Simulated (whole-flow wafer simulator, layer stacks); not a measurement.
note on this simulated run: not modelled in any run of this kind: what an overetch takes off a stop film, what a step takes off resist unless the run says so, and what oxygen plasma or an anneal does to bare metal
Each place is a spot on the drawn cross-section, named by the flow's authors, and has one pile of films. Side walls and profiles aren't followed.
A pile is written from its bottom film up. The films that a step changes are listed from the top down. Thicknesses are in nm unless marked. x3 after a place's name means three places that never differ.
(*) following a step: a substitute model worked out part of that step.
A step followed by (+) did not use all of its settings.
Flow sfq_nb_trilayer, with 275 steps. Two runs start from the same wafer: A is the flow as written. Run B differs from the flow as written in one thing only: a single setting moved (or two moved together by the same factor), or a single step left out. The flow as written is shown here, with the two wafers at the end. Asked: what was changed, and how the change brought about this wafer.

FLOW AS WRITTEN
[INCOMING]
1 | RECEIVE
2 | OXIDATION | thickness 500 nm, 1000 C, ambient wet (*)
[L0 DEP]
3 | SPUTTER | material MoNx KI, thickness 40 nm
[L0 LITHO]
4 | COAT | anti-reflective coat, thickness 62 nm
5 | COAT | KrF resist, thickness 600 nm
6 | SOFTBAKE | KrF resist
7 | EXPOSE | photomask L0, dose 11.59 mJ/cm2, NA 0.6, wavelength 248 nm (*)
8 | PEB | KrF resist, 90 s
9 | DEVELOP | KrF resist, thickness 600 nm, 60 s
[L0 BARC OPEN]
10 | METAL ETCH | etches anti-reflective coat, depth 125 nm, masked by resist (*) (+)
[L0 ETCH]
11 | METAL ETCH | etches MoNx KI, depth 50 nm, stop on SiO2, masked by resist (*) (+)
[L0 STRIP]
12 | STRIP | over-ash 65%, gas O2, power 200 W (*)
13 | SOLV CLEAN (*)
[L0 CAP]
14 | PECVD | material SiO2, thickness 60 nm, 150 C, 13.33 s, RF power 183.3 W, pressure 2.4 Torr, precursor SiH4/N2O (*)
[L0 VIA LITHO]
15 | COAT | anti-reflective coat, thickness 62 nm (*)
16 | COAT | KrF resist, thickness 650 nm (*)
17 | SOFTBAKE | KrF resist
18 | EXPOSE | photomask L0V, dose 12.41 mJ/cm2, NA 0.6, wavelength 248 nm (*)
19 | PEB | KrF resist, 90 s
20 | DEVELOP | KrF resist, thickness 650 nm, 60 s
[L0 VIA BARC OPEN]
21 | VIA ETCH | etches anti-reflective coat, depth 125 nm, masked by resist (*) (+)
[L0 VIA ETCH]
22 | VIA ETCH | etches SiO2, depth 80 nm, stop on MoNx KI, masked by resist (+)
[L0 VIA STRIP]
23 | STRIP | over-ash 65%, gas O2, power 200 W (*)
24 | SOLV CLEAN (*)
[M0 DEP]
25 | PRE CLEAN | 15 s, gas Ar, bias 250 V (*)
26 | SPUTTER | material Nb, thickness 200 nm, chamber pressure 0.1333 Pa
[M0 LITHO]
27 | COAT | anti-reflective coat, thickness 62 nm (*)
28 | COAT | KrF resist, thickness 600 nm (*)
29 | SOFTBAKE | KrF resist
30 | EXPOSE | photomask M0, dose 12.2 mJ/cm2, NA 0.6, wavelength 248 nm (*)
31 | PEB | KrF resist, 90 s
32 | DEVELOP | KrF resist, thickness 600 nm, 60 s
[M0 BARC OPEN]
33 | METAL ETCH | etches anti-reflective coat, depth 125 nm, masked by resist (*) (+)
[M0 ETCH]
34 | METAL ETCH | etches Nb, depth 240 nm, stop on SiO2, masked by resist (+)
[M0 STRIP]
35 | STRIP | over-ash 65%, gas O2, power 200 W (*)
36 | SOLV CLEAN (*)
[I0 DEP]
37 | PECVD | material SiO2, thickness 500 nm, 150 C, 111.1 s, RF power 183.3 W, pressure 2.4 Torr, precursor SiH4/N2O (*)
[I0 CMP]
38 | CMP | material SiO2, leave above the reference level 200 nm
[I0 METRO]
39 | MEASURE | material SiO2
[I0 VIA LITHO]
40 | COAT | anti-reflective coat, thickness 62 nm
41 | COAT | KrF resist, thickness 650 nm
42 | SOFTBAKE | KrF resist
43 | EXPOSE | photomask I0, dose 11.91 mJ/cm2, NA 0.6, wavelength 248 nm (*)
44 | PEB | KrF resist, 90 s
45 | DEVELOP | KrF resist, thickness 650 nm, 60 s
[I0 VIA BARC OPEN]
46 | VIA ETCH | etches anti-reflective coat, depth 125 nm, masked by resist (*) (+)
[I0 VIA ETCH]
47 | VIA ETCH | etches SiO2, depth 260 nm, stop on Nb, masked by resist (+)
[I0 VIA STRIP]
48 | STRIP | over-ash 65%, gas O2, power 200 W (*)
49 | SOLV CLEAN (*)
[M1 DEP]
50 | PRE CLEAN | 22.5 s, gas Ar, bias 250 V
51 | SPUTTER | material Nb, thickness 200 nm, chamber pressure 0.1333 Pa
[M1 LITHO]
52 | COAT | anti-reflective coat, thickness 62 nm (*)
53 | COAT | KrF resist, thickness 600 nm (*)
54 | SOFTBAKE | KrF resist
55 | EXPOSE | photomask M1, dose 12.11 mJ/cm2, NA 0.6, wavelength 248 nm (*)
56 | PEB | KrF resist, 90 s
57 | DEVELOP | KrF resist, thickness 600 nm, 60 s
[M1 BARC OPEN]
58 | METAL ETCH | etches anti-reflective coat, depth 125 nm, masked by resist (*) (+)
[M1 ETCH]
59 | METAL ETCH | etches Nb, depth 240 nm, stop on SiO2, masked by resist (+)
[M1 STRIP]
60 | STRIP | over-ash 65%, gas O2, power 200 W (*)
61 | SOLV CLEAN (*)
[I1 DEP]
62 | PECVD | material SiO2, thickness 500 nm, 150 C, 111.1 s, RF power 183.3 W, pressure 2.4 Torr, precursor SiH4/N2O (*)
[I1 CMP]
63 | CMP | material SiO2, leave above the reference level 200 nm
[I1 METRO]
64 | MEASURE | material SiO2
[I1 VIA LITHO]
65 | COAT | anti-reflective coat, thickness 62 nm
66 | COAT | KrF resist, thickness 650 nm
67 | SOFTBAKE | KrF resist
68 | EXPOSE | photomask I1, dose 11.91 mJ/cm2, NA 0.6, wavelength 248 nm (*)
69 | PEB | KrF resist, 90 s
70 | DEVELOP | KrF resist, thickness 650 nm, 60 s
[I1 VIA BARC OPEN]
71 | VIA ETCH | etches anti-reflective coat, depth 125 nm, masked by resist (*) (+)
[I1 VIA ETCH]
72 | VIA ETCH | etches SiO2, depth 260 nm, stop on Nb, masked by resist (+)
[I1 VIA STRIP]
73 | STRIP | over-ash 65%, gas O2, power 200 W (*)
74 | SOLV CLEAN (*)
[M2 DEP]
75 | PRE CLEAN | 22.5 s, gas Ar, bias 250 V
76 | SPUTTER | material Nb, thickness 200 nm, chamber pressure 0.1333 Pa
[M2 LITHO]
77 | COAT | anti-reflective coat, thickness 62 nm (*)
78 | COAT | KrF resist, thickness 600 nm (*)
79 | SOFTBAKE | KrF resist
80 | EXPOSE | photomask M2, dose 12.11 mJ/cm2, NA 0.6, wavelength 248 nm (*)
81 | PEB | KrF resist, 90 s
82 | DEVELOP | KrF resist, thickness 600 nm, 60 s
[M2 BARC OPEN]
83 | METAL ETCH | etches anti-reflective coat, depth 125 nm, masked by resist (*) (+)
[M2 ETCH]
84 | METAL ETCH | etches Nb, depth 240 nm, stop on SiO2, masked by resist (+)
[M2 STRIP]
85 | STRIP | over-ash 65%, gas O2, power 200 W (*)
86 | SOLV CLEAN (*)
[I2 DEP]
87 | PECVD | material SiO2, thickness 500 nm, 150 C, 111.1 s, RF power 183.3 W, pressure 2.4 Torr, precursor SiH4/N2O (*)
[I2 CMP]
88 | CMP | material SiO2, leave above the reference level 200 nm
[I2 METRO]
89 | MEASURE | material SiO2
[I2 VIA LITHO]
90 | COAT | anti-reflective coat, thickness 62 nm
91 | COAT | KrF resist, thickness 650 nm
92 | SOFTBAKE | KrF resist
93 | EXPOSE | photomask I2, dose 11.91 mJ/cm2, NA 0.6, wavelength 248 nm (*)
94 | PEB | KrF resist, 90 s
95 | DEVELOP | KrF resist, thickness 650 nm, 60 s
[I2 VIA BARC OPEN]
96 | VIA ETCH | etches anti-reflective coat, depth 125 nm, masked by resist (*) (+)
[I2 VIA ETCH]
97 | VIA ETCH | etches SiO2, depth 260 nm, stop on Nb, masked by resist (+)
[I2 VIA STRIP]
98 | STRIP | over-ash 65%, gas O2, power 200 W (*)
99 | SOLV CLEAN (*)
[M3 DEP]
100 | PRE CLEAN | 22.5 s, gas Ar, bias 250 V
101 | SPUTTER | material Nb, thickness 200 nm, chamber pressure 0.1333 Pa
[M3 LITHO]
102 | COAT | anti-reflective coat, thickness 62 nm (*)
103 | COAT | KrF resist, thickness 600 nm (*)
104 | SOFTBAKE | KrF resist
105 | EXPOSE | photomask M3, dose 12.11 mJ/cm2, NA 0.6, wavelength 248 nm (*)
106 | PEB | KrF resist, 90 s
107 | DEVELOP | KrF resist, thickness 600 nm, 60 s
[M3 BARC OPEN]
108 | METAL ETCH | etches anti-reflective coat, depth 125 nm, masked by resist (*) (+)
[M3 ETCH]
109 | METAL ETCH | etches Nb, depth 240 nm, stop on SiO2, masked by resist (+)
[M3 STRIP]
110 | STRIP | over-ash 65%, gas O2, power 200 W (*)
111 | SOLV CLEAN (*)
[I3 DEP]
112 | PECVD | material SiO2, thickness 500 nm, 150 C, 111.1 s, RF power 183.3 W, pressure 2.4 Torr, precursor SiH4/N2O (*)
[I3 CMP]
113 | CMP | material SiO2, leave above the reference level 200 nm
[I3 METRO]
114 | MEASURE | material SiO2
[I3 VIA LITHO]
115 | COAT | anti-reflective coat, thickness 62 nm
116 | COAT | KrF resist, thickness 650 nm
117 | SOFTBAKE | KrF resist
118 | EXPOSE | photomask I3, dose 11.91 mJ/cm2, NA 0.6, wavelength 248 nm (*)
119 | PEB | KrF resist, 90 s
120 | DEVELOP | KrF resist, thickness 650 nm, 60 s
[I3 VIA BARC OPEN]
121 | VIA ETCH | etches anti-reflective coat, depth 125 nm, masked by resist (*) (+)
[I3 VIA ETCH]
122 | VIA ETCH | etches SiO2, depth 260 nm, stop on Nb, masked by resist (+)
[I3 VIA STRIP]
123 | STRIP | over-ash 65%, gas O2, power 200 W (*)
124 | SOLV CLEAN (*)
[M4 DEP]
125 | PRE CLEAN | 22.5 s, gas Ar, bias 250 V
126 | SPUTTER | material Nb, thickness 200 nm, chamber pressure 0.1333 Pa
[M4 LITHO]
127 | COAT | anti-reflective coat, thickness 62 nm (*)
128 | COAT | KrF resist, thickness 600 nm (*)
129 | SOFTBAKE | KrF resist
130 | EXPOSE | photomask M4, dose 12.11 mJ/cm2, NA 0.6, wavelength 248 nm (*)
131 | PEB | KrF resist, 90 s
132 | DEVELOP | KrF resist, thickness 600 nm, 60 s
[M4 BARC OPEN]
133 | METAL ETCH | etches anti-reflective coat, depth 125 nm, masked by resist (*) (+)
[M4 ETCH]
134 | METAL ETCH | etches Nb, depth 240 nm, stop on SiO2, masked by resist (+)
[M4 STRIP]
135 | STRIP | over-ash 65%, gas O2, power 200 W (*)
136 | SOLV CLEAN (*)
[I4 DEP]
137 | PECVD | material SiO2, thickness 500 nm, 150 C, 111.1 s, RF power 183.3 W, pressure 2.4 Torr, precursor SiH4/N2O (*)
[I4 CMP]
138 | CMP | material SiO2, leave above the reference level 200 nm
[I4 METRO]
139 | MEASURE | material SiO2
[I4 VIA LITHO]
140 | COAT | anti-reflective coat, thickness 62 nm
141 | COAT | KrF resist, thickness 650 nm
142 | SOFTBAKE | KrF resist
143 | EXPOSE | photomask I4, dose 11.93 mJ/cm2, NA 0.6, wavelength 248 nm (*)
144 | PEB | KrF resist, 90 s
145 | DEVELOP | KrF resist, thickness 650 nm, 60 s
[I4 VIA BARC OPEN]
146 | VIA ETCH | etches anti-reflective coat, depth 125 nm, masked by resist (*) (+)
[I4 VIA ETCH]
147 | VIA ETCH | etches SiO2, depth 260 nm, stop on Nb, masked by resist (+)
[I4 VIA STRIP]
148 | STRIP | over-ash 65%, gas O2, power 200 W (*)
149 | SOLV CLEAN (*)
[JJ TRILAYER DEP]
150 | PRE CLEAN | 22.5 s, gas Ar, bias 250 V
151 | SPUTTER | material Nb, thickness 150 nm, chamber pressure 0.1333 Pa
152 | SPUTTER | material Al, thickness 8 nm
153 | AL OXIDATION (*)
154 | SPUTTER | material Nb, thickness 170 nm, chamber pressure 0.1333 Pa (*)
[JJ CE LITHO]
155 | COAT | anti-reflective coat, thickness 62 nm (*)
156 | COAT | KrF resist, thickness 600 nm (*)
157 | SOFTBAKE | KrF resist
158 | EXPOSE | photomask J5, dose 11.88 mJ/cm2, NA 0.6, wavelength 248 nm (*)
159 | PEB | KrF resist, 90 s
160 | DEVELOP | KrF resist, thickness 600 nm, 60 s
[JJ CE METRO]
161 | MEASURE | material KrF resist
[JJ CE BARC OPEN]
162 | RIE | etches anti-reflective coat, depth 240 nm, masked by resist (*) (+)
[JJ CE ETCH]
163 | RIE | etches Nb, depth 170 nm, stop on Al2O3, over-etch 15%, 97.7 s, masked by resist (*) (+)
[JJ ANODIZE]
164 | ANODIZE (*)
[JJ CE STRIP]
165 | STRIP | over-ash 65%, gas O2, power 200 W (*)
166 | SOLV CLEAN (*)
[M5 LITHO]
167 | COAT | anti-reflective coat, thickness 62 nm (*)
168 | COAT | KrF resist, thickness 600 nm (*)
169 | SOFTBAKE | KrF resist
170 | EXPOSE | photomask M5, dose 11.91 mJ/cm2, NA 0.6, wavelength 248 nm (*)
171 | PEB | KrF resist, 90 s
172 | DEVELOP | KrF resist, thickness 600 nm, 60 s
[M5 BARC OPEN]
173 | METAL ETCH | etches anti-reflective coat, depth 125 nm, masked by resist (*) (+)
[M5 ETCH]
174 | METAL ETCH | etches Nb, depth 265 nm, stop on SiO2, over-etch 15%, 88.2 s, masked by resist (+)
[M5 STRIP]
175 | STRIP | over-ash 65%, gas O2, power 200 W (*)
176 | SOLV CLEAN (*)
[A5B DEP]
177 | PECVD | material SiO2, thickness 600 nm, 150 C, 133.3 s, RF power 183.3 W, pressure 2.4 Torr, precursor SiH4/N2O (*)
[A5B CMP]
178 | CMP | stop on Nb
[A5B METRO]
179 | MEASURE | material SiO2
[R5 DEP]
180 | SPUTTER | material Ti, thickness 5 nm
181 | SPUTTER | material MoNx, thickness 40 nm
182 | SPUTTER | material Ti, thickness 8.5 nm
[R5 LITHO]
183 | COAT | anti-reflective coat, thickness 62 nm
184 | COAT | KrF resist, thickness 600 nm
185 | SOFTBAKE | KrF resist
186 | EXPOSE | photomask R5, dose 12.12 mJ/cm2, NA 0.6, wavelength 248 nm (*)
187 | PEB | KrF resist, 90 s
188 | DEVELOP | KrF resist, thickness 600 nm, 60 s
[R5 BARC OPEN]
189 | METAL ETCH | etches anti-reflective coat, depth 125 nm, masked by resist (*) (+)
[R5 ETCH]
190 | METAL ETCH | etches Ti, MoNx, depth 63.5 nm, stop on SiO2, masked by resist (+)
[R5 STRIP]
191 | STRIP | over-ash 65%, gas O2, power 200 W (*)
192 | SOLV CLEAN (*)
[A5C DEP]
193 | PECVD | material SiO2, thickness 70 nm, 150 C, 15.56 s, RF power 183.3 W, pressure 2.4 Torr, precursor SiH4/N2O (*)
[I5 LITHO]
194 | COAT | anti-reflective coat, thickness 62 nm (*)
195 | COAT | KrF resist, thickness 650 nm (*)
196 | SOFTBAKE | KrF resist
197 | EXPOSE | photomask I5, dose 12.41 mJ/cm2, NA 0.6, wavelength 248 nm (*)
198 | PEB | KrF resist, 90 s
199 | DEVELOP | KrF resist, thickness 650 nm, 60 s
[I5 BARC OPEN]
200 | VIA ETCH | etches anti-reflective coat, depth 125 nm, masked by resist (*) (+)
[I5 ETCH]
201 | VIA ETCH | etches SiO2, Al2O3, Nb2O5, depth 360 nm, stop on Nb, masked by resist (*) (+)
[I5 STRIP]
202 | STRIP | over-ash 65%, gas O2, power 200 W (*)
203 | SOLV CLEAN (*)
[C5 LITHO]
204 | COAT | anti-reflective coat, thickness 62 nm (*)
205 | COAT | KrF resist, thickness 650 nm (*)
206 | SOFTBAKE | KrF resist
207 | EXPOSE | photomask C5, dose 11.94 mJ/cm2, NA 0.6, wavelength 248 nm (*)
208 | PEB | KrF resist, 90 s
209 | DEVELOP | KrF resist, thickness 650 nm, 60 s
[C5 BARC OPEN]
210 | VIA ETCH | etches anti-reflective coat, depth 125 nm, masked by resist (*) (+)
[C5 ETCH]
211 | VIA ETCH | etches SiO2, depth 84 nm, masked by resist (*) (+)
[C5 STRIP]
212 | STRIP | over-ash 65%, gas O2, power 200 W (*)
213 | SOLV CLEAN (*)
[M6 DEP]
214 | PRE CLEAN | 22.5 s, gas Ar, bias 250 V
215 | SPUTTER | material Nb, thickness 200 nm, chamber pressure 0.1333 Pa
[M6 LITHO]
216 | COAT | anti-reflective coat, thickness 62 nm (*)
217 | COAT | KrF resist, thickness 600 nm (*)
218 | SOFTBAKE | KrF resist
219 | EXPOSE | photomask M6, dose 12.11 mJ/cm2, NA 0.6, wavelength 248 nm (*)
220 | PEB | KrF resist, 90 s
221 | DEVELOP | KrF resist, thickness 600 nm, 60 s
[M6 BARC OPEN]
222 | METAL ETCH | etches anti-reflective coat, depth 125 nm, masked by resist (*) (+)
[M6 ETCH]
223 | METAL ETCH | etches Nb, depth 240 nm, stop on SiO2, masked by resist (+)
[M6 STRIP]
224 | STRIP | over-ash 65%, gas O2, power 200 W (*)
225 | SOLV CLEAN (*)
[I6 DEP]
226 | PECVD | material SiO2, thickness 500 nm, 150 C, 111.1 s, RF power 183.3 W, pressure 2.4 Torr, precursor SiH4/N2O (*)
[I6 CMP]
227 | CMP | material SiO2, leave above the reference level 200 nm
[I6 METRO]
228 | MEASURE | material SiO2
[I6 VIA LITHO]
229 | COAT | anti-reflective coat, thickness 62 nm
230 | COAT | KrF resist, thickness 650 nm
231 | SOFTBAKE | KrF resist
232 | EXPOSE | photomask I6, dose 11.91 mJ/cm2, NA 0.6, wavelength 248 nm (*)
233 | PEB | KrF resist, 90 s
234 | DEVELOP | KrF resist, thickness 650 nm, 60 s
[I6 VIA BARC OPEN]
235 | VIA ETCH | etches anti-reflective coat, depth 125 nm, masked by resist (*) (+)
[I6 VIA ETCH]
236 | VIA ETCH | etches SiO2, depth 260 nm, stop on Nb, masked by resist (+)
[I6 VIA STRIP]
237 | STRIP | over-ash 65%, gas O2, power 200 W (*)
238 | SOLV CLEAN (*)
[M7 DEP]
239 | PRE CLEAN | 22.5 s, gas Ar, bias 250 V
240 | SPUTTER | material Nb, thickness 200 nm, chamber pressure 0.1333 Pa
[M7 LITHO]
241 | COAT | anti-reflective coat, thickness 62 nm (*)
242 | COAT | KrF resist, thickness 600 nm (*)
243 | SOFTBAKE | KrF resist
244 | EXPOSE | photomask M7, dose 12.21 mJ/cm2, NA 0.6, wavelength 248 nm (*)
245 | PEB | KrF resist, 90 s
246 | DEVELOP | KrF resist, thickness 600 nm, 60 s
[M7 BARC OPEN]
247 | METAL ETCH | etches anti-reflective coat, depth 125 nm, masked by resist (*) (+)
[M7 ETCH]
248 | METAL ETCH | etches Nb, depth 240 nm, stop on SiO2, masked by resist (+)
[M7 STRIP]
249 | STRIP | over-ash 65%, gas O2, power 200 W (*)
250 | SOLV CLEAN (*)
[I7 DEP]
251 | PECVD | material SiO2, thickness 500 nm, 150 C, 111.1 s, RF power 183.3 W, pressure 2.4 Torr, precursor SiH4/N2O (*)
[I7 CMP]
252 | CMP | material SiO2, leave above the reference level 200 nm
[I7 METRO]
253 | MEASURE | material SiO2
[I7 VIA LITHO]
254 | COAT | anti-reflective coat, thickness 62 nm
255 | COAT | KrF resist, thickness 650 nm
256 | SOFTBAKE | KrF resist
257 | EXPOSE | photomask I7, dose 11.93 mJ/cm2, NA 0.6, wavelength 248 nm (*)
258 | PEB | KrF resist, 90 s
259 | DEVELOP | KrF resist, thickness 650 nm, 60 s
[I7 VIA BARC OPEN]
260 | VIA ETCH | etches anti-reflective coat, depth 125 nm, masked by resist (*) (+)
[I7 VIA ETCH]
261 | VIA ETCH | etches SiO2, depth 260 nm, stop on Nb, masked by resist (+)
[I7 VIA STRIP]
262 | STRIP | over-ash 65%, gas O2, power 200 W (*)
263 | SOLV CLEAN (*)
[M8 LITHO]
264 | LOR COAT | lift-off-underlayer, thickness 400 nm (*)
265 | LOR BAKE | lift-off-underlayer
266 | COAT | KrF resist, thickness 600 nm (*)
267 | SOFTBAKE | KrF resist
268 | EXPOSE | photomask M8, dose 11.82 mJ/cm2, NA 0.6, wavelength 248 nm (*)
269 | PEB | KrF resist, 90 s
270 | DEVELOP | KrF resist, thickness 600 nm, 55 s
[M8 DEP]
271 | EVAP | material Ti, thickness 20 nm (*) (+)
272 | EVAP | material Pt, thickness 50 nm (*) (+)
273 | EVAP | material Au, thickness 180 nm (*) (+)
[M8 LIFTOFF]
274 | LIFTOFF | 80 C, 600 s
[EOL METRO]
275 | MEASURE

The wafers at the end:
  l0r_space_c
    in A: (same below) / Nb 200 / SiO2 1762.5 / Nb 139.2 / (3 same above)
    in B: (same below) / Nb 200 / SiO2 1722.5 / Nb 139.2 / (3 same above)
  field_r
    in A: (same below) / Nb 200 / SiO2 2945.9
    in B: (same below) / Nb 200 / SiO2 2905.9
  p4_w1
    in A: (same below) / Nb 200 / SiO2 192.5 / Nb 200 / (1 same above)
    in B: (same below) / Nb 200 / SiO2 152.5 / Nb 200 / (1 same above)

Cause: step 113, CMP: leave above the reference level 160 nm was run, though the flow has leave above the reference level 200 nm.

Step by step, how the change led to this:
  113 | CMP | material SiO2, leave above the reference level 200 nm
      field_l, be, be_sur and 64 more: A -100 SiO2 | B -140 SiO2
      v_sur, via_wl, via_wr and 27 more: A -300 SiO2 | B -340 SiO2
      (and at 9 other places as well)
  122 | VIA ETCH | etches SiO2, depth 260 nm, stop on Nb, masked by resist (+)
      field_l, v_sur, via_wl and 102 more: A -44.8 KrF resist | B -41.3 KrF resist
      via_v: A -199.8 SiO2 (all of it) | B -159.8 SiO2 (all of it)
  126 | SPUTTER | material Nb, thickness 200 nm, chamber pressure 0.1333 Pa
      via_v: A +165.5 Nb | B +174.3 Nb
  127 | COAT | anti-reflective coat, thickness 62 nm (*)
      via_v: A +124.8 anti-reflective coat (new film) | B +114.4 anti-reflective coat (new film)
  128 | COAT | KrF resist, thickness 600 nm (*)
      via_v: A +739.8 KrF resist (new film) | B +707.7 KrF resist (new film)
  135 | STRIP | over-ash 65%, gas O2, power 200 W (*)
      via_v: A -521.8 KrF resist (all of it), -124.8 anti-reflective coat (all of it) | B -489.8 KrF resist (all of it), -114.4 anti-reflective coat (all of it)
  137 | PECVD | material SiO2, thickness 500 nm, 150 C, 111.1 s, RF power 183.3 W, pressure 2.4 Torr, precursor SiH4/N2O (*)
      via_v: A +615 SiO2 (new film) | B +541.7 SiO2 (new film)
  138 | CMP | material SiO2, leave above the reference level 200 nm
      via_v: A -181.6 SiO2 | B -157.1 SiO2
